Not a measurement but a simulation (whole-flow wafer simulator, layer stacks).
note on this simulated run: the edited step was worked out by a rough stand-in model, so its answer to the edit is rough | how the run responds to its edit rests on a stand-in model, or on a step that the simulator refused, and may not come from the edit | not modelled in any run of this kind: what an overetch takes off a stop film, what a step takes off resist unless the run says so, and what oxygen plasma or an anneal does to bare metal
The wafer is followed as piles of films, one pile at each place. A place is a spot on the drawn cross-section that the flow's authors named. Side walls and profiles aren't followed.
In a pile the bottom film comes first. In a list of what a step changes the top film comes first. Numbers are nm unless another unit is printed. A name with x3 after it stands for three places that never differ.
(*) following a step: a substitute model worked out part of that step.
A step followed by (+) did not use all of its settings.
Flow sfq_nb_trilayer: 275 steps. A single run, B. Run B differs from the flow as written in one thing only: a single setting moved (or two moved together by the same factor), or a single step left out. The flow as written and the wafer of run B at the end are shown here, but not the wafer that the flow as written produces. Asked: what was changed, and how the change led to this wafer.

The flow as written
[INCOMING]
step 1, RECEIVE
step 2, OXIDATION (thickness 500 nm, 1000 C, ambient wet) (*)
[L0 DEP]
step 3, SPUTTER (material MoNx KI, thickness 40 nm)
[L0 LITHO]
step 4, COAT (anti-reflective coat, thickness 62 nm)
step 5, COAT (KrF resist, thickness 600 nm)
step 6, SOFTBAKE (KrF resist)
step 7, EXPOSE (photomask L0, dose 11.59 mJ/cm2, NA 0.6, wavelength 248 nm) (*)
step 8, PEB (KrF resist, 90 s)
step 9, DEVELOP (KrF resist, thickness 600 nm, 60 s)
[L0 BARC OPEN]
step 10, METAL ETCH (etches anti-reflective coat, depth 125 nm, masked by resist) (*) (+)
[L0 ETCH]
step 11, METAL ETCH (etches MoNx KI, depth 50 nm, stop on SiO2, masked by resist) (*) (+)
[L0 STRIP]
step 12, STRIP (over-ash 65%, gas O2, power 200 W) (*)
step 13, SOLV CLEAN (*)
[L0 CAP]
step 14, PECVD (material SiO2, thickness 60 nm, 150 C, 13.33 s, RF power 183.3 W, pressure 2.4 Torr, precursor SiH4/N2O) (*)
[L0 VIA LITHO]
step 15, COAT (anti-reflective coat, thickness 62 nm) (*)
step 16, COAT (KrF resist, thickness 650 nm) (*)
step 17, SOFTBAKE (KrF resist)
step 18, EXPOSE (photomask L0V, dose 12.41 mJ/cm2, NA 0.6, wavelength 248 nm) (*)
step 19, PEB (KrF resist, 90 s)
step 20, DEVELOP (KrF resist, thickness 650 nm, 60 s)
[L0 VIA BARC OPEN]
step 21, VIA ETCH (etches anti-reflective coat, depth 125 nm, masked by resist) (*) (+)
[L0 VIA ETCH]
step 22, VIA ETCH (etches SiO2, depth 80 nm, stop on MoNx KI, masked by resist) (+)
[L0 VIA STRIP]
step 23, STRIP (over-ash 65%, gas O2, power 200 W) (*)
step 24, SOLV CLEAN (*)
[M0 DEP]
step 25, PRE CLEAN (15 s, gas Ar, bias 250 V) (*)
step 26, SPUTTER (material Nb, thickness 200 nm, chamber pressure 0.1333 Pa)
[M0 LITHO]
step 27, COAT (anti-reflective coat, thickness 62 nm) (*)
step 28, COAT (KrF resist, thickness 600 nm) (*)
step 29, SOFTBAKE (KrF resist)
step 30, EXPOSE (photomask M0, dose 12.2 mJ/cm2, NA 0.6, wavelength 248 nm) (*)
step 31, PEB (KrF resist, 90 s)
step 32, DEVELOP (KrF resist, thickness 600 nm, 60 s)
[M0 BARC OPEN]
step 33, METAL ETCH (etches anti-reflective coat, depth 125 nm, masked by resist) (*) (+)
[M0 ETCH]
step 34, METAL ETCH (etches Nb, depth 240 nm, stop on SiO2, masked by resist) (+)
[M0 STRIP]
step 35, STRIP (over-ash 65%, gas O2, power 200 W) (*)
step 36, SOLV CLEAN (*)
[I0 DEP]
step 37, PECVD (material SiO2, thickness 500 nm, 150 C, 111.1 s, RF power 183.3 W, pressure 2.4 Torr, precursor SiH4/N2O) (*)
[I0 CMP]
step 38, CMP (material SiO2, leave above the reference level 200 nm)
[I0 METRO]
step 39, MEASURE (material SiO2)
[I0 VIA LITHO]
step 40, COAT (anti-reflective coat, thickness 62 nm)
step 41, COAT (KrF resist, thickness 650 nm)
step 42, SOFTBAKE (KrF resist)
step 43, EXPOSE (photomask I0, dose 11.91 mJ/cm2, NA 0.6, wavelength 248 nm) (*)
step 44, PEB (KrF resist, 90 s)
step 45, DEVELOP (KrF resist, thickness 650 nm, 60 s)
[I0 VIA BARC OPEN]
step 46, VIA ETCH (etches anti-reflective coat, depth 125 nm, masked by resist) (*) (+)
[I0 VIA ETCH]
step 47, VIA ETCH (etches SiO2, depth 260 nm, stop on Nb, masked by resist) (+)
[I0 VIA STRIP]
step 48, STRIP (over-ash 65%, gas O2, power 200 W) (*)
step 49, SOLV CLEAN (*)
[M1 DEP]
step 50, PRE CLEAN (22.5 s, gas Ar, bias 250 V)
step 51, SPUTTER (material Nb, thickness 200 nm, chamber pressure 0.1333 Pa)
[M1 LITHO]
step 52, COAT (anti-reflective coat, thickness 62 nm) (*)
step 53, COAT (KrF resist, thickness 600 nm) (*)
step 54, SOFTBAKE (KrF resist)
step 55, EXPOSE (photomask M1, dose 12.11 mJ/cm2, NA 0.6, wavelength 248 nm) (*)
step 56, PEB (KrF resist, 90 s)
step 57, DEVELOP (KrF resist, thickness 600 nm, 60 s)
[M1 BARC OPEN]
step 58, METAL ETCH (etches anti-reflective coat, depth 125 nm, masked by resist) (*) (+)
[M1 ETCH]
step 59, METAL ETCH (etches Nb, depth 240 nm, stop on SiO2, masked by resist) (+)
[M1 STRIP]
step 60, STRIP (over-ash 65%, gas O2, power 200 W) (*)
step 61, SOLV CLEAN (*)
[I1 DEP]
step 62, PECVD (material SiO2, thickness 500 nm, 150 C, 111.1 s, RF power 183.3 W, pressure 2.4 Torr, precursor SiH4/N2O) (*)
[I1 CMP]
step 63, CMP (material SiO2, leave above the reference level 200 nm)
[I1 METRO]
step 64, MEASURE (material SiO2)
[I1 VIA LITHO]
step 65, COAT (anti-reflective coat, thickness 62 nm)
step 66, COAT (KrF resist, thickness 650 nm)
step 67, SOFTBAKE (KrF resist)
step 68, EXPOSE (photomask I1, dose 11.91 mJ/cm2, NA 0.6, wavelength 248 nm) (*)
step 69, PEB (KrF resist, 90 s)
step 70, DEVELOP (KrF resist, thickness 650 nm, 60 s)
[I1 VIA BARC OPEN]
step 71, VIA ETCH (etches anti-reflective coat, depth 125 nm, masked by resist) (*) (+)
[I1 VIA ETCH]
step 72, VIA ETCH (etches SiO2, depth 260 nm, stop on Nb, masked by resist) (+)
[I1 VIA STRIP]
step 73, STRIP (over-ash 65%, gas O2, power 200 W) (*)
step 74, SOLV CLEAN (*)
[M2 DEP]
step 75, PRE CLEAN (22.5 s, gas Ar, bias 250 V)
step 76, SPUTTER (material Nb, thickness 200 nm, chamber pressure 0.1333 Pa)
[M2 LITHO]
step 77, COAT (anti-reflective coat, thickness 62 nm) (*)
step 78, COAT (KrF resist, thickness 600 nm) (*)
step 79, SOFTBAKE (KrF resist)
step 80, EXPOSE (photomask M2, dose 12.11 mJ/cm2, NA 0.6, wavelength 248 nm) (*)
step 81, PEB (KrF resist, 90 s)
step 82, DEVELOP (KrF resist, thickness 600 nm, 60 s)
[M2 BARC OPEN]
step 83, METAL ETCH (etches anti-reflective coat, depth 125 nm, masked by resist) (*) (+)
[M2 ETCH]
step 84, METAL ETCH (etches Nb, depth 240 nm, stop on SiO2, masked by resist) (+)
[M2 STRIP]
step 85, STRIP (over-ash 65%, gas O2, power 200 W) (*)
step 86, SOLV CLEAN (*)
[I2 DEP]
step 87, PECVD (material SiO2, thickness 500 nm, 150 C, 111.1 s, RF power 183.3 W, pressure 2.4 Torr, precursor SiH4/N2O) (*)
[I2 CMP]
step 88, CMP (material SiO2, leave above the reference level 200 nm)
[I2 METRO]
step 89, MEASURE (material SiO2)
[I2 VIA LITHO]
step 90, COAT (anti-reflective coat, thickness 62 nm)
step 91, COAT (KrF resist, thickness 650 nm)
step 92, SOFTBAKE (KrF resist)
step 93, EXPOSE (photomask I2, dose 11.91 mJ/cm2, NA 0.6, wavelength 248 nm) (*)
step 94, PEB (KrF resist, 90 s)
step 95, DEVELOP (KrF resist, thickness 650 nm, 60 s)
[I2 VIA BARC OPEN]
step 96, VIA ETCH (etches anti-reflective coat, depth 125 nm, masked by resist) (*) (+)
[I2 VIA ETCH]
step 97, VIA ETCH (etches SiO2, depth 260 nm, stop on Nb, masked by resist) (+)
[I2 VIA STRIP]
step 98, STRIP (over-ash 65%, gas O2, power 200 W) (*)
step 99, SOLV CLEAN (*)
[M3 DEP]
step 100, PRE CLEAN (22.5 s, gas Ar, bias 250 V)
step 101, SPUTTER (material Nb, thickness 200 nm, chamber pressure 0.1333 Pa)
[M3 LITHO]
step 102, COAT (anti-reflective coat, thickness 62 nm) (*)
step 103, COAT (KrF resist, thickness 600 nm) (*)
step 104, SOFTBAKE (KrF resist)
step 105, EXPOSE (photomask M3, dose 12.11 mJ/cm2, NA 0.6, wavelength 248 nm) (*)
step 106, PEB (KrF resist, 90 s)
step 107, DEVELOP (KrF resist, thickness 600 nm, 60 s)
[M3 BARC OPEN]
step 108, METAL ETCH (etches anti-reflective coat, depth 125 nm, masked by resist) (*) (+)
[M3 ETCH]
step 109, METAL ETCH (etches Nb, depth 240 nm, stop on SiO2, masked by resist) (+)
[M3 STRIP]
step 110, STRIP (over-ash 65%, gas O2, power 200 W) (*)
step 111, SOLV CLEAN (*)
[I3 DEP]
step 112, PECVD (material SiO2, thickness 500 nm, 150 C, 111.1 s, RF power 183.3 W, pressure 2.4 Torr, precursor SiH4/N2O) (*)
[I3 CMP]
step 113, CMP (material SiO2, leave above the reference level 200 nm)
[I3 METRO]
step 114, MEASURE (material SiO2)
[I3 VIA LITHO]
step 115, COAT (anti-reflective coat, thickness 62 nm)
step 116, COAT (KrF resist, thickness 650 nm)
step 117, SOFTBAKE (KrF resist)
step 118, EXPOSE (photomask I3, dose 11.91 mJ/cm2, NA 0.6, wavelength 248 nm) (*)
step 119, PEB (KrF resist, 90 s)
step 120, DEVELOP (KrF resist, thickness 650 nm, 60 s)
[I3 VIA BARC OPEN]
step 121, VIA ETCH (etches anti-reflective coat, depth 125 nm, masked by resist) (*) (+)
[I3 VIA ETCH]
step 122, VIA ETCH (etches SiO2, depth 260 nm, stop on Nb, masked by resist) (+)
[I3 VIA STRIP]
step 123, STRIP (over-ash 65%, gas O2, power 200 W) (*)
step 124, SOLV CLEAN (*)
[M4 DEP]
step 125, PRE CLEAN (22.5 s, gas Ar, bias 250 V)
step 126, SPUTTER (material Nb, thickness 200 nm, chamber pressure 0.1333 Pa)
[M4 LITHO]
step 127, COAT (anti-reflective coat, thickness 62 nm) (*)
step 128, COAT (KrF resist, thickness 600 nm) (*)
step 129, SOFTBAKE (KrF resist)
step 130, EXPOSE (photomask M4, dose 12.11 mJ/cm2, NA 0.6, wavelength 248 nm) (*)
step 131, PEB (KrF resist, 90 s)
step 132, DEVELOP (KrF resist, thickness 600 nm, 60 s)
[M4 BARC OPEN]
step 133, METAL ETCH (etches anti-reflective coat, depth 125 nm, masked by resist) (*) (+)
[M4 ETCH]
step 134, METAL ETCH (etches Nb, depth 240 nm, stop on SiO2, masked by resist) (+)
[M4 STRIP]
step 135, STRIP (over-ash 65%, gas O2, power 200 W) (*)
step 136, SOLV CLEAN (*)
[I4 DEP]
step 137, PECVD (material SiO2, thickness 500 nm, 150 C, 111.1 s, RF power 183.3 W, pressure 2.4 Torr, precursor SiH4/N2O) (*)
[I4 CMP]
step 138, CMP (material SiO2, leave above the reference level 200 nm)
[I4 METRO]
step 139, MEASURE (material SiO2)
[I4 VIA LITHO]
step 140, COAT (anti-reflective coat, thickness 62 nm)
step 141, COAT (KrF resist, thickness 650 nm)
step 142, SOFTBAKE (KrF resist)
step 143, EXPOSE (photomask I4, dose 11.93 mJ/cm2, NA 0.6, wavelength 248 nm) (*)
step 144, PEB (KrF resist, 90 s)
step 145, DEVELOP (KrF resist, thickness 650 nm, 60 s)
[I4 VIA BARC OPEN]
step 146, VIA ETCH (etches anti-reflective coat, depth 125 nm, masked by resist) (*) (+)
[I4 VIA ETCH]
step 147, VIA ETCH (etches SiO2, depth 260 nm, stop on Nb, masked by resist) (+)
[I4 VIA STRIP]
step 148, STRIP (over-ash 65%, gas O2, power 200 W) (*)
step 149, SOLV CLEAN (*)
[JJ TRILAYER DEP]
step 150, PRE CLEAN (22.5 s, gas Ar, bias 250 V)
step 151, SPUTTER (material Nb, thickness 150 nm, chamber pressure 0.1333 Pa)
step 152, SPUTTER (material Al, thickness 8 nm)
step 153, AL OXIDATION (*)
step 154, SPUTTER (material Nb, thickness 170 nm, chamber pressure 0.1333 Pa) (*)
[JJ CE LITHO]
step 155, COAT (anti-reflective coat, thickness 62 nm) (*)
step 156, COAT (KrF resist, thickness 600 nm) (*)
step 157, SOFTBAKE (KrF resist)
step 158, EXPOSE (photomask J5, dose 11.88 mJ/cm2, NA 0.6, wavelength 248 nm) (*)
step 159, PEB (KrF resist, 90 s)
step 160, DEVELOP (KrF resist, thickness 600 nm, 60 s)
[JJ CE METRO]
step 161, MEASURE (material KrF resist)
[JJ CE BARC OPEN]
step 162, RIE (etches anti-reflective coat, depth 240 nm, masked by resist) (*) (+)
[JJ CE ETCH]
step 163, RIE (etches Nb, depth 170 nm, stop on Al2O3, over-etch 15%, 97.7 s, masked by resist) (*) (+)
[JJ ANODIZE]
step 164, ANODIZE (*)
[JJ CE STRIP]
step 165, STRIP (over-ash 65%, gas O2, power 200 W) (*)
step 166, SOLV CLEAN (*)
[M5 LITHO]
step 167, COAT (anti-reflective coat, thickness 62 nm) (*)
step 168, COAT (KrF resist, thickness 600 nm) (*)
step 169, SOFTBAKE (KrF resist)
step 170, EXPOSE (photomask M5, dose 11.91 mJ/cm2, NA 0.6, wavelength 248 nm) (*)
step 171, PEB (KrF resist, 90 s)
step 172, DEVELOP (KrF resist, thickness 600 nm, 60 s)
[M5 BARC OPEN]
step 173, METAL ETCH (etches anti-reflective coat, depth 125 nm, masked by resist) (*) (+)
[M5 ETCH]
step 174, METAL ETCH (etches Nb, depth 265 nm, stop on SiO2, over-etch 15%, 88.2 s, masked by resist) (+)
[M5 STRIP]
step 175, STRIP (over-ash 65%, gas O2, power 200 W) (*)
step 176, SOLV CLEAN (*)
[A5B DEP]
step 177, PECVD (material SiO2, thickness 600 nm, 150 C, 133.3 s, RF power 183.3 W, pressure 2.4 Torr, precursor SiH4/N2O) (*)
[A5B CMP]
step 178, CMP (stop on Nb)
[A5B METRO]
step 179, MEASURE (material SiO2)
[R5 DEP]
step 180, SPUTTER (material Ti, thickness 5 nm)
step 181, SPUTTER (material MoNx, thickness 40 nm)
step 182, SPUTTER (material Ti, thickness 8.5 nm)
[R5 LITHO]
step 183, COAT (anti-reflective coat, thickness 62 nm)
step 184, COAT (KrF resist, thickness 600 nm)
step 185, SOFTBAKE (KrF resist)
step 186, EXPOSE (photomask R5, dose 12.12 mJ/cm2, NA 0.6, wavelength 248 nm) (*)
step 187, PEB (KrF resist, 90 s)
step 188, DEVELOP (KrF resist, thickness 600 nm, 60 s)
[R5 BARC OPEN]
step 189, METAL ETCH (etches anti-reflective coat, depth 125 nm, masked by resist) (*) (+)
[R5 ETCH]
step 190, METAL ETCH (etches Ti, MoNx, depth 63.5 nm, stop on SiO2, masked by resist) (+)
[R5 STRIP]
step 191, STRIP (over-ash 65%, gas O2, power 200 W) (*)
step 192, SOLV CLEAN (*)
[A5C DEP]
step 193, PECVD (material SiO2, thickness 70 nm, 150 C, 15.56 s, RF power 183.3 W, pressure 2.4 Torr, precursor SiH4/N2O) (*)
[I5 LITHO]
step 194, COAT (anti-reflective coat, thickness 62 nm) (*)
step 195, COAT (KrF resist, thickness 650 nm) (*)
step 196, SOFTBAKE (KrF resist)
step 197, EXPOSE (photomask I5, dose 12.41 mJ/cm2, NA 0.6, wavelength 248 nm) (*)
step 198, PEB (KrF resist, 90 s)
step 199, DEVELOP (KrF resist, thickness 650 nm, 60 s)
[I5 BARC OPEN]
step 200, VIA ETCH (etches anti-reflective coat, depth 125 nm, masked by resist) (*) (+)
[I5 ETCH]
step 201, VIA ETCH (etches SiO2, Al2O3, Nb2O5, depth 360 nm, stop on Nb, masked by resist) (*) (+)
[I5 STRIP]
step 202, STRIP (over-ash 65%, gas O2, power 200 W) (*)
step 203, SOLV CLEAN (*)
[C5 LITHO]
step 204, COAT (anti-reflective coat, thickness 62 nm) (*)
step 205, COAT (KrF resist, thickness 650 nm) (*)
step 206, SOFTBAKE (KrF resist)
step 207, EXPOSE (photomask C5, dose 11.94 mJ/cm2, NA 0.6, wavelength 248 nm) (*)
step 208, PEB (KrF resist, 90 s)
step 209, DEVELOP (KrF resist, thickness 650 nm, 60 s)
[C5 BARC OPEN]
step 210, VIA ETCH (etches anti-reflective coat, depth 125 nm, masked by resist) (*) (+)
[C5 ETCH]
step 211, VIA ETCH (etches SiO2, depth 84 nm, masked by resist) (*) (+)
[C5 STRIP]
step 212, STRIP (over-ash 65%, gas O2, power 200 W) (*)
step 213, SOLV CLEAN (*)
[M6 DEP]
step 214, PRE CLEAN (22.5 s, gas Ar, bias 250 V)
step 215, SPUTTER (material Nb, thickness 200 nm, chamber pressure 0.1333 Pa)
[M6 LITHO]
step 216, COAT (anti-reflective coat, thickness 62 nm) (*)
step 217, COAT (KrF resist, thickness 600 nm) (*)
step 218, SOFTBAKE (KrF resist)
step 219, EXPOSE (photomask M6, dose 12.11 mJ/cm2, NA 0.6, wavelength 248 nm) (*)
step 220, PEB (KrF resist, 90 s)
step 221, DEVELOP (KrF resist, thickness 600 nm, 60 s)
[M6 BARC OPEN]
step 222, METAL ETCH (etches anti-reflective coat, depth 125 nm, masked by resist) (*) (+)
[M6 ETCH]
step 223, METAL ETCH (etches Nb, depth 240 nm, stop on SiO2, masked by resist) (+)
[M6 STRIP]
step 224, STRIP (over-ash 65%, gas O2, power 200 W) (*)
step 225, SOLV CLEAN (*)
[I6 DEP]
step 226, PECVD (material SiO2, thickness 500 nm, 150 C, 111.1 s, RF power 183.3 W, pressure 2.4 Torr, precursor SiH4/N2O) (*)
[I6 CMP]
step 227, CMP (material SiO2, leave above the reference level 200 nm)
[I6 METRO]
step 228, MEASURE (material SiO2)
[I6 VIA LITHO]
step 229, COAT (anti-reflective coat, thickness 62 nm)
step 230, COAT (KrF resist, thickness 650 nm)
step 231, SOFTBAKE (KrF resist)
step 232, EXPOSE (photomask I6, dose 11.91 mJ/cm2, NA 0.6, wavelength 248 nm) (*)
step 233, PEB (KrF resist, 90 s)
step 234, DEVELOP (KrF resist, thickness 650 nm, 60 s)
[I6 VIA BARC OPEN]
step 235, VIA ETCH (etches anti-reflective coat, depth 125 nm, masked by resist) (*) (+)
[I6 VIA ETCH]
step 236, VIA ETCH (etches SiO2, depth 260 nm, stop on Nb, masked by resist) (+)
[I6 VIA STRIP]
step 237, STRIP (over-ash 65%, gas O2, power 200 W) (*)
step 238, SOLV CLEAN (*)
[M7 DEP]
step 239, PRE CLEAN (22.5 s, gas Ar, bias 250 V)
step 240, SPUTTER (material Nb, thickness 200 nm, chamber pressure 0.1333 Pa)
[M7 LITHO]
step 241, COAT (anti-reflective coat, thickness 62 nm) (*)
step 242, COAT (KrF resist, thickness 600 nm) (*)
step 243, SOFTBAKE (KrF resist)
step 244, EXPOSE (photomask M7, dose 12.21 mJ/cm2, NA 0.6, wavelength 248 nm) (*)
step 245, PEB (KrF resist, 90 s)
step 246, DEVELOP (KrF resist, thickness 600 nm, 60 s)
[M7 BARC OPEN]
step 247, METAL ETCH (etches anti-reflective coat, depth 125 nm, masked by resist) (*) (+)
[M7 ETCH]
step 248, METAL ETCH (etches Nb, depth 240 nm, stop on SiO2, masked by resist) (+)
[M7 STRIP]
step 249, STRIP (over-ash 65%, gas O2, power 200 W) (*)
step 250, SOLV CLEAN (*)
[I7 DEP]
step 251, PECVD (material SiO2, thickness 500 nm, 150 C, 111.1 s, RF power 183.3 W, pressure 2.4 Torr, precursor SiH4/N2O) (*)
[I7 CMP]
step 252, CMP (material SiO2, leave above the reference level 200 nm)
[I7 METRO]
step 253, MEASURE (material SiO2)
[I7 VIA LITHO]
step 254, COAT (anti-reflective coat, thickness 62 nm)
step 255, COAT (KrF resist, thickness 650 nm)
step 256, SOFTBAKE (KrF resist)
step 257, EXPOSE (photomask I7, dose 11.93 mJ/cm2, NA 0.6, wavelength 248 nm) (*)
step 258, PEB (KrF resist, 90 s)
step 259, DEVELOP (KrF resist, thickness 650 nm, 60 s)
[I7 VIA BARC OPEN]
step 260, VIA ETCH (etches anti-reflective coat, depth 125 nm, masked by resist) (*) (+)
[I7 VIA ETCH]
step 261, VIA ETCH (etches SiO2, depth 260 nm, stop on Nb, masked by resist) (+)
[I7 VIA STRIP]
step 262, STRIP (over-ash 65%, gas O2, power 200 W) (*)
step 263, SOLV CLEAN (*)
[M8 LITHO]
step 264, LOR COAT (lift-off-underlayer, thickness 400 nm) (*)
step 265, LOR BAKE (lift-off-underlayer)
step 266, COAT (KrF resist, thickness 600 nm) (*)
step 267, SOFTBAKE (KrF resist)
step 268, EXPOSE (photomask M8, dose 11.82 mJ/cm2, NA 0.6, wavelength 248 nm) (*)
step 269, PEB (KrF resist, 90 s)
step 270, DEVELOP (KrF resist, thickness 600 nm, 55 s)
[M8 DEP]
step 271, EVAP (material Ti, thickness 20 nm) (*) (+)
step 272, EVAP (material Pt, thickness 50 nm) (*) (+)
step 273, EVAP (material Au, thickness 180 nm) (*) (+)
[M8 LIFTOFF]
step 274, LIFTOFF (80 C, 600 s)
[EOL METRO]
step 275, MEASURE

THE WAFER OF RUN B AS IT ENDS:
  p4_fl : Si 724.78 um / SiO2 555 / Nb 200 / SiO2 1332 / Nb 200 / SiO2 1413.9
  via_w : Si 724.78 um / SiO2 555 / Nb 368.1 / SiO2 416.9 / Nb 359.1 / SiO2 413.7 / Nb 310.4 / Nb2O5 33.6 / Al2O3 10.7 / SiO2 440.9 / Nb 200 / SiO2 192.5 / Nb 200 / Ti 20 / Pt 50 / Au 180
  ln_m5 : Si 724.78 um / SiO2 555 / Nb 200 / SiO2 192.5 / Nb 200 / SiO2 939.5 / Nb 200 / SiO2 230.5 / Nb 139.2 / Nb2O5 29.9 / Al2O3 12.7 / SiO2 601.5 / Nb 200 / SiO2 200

Cause: step 112, PECVD: thickness 362 nm was run, while the flow as written has thickness 500 nm; step 112, PECVD: 80.56 s was run, where the flow has 111.1 s.

The path from the change to this, step by step:
  step 112, PECVD (material SiO2, thickness 500 nm, 150 C, 111.1 s, RF power 183.3 W, pressure 2.4 Torr, precursor SiH4/N2O) (*)
      field_l, be, be_sur and 64 more: SiO2 gains 362 (as written it would have been: SiO2 gains 500)
      v_sur, via_wl, via_wr and 27 more: SiO2 gains 362 (new film) (as written it would have been: SiO2 gains 500 (new film))
      (and at 9 other places as well)
  step 113, CMP (material SiO2, leave above the reference level 200 nm)
      field_l, be, be_sur and 64 more: nothing (as written it would have been: SiO2 loses 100)
      p4_g1, p4_g2, p3_s0, p3_s1, p3_s2, p3_s3, p3_s4, p3_s5: nothing (as written it would have been: SiO2 loses 157.1)
      (and at 31 other places as well)
  step 115, COAT (anti-reflective coat, thickness 62 nm)
      p4_w1, p4_w2, p3_l5, p3_l6: anti-reflective coat gains 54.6 (new film) (as written it would have been: anti-reflective coat gains 62 (new film))
      p3_s0, p3_s1, p3_s2, p3_s3: anti-reflective coat gains 75.8 (new film) (as written it would have been: anti-reflective coat gains 62 (new film))
      (and at 56 other places as well)
  step 116, COAT (KrF resist, thickness 650 nm)
      v_sur: KrF resist gains 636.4 (new film) (as written it would have been: KrF resist gains 650 (new film))
      via_wl: KrF resist gains 636.5 (new film) (as written it would have been: KrF resist gains 650 (new film))
      (and at 6 other places as well)
  step 120, DEVELOP (KrF resist, thickness 650 nm, 60 s)
      via_v: KrF resist loses 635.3 (all of it) (as written it would have been: KrF resist loses 648.6 (all of it))
  step 121, VIA ETCH (etches anti-reflective coat, depth 125 nm, masked by resist) (*) (+)
      field_l, v_sur, via_wl and 102 more: KrF resist loses 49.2 (as written it would have been: KrF resist loses 51.7)
      via_v: anti-reflective coat loses 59 (all of it), SiO2 loses 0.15 (as written it would have been: anti-reflective coat loses 62 (all of it), SiO2 loses 0.16)
  step 123, STRIP (over-ash 65%, gas O2, power 200 W) (*)
      m0r_space_l, m6r_space_l, m7r_space_l: KrF resist loses 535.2 (all of it), anti-reflective coat loses 67.4 (all of it) (as written it would have been: KrF resist loses 528.6 (all of it), anti-reflective coat loses 62 (all of it))
      m0r_space_r, m6r_space_r, m7r_space_r: KrF resist loses 535.1 (all of it), anti-reflective coat loses 67.5 (all of it) (as written it would have been: KrF resist loses 528.6 (all of it), anti-reflective coat loses 62 (all of it))
      (and at 57 other places as well)
  step 127, COAT (anti-reflective coat, thickness 62 nm) (*)
      p3_s0, p3_s1, p3_s2, p3_s3, p3_s4: anti-reflective coat gains 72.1 (new film) (as written it would have been: anti-reflective coat gains 62 (new film))
      p3_fr, m0r_space_l, r5r_line_c, m6r_space_l, m7r_space_l: anti-reflective coat gains 66.7 (new film) (as written it would have been: anti-reflective coat gains 62 (new film))
      (and at 54 other places as well)
  step 128, COAT (KrF resist, thickness 600 nm) (*)
      v_sur: KrF resist gains 584.3 (new film) (as written it would have been: KrF resist gains 597.6 (new film))
      via_wl: KrF resist gains 583.1 (new film) (as written it would have been: KrF resist gains 597 (new film))
      (and at 8 other places as well)
  step 132, DEVELOP (KrF resist, thickness 600 nm, 60 s)
      wl_d_sl: KrF resist loses 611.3 (all of it) (as written it would have been: KrF resist loses 598.7 (all of it))
      wl_d_m1: KrF resist loses 612.3 (all of it) (as written it would have been: KrF resist loses 598.7 (all of it))
      (and at 1 other place as well)
  step 133, METAL ETCH (etches anti-reflective coat, depth 125 nm, masked by resist) (*) (+)
      v_sur, via_wl, via_w and 36 more: KrF resist loses 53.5 (as written it would have been: KrF resist loses 51.7)
      p3_s0, p3_s1, p3_s2, p3_s3, p3_s4: anti-reflective coat loses 72.1 (all of it) (as written it would have been: anti-reflective coat loses 62 (all of it))
      (and at 32 other places as well)
  step 135, STRIP (over-ash 65%, gas O2, power 200 W) (*)
      p3_l3, p3_l4: KrF resist loses 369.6 (all of it), anti-reflective coat loses 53 (all of it) (as written it would have been: KrF resist loses 382.4 (all of it), anti-reflective coat loses 62 (all of it))
      v_sur: KrF resist loses 364.9 (all of it), anti-reflective coat loses 52.8 (all of it) (as written it would have been: KrF resist loses 379.9 (all of it), anti-reflective coat loses 61.4 (all of it))
      (and at 24 other places as well)
  step 137, PECVD (material SiO2, thickness 500 nm, 150 C, 111.1 s, RF power 183.3 W, pressure 2.4 Torr, precursor SiH4/N2O) (*)
      p3_s0, p3_s1, p3_s2, p3_s3, p3_s4, p3_s5: SiO2 gains 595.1 (as written it would have been: SiO2 gains 557.1)
  step 138, CMP (material SiO2, leave above the reference level 200 nm)
      field_l, be, be_sur and 55 more: SiO2 loses 62 (as written it would have been: SiO2 loses 100)
      ln_m5, lsp_m, ln_m6, p4_fl, p4_fm, p4_g1, p4_g2, p4_fr: SiO2 loses 262 (as written it would have been: SiO2 loses 300)
      (and at 4 other places as well)
  step 147, VIA ETCH (etches SiO2, depth 260 nm, stop on Nb, masked by resist) (+)
      via_w: SiO2 loses 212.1 (all of it) (as written it would have been: SiO2 loses 199.8 (all of it))
  step 155, COAT (anti-reflective coat, thickness 62 nm) (*)
      via_wl, via_wr: anti-reflective coat gains 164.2 (new film) (as written it would have been: anti-reflective coat gains 209.4 (new film))
      via_w: anti-reflective coat gains 83.5 (new film) (as written it would have been: anti-reflective coat gains 97.4 (new film))
  ... 6 other steps ...
  step 178, CMP (stop on Nb)
      via_w: SiO2 loses 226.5 (as written it would have been: SiO2 loses 235.2)
